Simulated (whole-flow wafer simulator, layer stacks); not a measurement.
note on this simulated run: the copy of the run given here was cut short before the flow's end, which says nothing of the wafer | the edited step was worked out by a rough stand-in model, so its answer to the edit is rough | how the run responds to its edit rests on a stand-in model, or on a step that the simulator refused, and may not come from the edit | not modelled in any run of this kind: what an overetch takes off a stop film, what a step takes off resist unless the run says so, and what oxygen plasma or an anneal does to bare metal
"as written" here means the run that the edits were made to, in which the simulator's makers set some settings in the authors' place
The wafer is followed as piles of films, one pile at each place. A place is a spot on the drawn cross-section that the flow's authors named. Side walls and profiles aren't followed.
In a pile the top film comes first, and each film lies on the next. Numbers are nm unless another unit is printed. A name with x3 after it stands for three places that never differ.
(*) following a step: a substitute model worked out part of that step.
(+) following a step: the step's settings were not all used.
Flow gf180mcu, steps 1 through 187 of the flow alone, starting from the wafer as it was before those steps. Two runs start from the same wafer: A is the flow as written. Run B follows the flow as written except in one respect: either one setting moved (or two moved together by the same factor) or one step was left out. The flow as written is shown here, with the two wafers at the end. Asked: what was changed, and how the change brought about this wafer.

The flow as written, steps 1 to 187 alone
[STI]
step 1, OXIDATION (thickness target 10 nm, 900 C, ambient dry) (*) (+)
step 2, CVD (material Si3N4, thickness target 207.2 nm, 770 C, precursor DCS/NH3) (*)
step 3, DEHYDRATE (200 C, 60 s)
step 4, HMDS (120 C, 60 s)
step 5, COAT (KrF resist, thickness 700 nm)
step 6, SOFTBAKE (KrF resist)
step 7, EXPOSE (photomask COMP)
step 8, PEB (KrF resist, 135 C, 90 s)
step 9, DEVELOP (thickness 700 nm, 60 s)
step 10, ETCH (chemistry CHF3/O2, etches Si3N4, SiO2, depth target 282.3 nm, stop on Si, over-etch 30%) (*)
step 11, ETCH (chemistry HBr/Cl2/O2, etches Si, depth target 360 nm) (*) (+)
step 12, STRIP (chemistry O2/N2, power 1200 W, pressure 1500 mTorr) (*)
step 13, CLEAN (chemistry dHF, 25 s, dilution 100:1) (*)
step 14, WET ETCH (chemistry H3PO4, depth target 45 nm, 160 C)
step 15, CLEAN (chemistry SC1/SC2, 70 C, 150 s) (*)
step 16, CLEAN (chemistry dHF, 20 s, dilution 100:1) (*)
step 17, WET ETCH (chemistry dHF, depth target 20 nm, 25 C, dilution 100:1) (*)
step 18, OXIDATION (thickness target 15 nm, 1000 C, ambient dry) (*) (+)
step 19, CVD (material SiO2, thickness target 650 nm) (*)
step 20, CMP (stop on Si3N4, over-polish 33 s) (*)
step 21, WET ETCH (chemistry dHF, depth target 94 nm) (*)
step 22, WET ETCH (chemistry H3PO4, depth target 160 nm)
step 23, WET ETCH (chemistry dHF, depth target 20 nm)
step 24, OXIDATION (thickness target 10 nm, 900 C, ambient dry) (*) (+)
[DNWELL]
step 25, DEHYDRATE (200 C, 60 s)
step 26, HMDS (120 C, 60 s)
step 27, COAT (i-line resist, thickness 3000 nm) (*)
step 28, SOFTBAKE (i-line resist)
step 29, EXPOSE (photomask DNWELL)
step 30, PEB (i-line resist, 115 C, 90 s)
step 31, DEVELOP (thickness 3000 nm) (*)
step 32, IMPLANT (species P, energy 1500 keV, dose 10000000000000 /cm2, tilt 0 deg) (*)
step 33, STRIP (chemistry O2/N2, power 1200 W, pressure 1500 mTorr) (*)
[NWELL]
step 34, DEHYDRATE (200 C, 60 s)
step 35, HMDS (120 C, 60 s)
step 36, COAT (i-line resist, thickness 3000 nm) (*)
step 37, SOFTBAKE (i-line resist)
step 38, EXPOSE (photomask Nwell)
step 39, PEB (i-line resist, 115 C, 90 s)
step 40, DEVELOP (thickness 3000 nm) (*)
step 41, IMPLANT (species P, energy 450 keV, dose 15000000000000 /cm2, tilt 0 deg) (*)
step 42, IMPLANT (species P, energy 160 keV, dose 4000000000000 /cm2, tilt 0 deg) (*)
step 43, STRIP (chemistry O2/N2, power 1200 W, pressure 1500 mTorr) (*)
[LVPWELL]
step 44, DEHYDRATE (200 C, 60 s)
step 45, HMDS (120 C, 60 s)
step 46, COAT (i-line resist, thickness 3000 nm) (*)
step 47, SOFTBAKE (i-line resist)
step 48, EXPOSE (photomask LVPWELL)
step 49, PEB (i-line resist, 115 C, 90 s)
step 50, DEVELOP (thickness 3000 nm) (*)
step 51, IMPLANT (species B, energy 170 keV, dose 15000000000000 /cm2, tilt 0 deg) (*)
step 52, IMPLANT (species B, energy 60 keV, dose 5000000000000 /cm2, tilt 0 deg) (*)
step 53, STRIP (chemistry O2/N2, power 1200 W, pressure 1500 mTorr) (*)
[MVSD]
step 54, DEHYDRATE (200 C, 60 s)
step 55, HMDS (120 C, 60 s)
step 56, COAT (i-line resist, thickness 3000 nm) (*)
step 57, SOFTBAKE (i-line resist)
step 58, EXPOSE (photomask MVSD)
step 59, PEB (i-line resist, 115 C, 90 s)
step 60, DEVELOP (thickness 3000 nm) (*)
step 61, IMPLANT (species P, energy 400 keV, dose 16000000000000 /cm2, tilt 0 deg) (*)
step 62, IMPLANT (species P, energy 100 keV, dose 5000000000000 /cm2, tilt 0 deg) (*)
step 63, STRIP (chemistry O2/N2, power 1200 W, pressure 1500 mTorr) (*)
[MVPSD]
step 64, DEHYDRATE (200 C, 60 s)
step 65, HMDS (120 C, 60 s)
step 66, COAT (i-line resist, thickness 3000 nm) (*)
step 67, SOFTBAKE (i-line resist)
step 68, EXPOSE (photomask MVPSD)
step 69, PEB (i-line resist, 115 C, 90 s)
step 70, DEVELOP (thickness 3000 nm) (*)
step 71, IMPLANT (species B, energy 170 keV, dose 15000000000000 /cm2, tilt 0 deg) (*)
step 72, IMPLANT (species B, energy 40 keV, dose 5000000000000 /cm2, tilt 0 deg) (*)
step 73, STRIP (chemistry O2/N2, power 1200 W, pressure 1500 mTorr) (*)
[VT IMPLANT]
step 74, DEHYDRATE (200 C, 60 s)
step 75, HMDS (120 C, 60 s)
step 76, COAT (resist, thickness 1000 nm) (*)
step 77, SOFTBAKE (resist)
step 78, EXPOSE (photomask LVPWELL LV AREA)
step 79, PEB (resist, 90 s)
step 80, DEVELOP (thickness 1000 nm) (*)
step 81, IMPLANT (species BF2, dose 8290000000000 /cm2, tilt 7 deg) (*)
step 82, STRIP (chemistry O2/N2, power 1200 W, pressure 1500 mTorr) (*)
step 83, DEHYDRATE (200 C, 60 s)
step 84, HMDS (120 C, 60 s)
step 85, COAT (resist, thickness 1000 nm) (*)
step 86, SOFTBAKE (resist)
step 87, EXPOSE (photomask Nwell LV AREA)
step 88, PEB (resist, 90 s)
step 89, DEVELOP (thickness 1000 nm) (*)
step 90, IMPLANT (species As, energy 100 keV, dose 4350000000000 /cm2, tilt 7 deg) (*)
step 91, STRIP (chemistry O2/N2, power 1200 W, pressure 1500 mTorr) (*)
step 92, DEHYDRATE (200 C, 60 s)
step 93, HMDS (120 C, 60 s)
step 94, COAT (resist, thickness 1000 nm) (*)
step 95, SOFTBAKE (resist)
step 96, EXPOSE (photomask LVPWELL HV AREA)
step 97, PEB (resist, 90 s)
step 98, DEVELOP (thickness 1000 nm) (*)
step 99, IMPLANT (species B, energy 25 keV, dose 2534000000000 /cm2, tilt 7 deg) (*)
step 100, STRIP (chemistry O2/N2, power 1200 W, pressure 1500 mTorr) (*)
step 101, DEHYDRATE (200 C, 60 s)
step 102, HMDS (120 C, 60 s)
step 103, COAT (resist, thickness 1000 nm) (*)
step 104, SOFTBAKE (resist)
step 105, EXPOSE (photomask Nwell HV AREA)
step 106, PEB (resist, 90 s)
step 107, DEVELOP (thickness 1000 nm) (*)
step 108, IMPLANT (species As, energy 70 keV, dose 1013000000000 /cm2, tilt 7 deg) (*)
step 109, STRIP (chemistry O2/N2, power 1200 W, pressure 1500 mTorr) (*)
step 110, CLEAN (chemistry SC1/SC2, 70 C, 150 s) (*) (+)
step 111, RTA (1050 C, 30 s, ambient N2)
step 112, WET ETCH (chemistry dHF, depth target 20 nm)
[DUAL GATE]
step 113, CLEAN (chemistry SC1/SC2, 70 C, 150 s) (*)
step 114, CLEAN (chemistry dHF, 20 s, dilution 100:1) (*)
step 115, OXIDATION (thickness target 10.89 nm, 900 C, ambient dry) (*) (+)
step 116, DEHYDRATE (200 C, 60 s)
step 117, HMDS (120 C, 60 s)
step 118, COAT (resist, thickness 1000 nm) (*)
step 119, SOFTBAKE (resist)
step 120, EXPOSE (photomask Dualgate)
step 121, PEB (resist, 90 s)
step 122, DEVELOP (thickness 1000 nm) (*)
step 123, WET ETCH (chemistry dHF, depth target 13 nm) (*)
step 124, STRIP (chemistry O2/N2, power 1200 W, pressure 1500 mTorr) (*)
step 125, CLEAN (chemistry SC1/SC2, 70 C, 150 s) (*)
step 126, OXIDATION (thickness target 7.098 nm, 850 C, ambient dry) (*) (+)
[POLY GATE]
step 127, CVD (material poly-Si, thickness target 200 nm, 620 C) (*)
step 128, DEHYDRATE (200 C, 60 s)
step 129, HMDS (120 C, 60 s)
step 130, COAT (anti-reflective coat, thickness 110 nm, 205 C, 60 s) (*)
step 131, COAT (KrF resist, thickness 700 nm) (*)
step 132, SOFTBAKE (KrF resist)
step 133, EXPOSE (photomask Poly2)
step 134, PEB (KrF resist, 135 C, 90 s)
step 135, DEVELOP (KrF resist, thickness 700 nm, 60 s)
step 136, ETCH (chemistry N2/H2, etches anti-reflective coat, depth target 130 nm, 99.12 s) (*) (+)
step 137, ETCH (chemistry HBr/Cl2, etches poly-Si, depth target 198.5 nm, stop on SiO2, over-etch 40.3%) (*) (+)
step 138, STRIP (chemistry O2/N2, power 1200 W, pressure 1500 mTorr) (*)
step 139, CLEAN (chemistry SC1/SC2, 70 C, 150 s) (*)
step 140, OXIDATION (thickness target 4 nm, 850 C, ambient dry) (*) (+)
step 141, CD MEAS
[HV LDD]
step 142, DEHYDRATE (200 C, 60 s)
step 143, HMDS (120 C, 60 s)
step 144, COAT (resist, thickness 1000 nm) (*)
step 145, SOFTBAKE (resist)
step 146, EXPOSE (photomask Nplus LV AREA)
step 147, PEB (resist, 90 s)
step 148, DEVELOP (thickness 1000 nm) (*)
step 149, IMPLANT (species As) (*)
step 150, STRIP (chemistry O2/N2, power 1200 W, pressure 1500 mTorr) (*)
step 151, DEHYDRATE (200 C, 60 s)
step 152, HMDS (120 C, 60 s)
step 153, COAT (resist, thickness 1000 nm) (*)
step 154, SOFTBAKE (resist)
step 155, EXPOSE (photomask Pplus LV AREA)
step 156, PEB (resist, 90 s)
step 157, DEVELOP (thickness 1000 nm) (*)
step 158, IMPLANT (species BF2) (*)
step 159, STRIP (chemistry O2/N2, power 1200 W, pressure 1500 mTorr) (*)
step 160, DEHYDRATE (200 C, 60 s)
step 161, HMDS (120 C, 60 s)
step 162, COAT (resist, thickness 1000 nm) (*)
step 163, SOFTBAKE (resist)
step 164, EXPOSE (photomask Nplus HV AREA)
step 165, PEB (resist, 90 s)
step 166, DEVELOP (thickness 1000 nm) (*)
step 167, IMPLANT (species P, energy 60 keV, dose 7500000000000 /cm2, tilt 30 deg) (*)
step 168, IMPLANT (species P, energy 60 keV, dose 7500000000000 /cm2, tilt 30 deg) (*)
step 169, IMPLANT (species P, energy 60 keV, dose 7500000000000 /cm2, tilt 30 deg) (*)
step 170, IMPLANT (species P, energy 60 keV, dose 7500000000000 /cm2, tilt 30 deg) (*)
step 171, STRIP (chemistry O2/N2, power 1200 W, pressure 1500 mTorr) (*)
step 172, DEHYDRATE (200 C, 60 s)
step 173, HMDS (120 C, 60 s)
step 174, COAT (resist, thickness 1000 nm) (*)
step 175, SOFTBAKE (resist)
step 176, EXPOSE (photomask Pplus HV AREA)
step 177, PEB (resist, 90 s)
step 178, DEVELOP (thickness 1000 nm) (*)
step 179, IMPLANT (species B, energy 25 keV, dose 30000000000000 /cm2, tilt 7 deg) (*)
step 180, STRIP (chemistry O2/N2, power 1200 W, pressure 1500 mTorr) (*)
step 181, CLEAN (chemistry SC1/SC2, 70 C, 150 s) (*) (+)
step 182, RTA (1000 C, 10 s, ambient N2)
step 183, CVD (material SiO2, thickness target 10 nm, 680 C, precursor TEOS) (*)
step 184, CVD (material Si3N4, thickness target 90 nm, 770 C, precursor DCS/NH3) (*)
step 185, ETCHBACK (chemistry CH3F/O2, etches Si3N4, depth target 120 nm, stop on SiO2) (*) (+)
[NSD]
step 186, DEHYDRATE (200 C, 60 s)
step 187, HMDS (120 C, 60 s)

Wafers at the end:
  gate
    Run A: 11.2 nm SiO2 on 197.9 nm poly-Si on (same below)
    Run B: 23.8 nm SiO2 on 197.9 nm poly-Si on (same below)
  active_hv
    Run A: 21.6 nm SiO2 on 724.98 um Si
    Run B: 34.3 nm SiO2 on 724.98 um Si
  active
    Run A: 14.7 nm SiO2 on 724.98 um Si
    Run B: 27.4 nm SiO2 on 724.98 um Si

Cause: step 183, CVD: 715 C was run, though the flow has 680 C.

How this came from the change, step by step:
  step 183, CVD (material SiO2, thickness target 10 nm, 680 C, precursor TEOS) (*)
      field, field__w1, field__w2 and 99 more: A SiO2 gains 10 | B SiO2 gains 22.7
      ld_drift_p: A SiO2 gains 9.87 | B SiO2 gains 22.4
      (and at 1 other place as well)
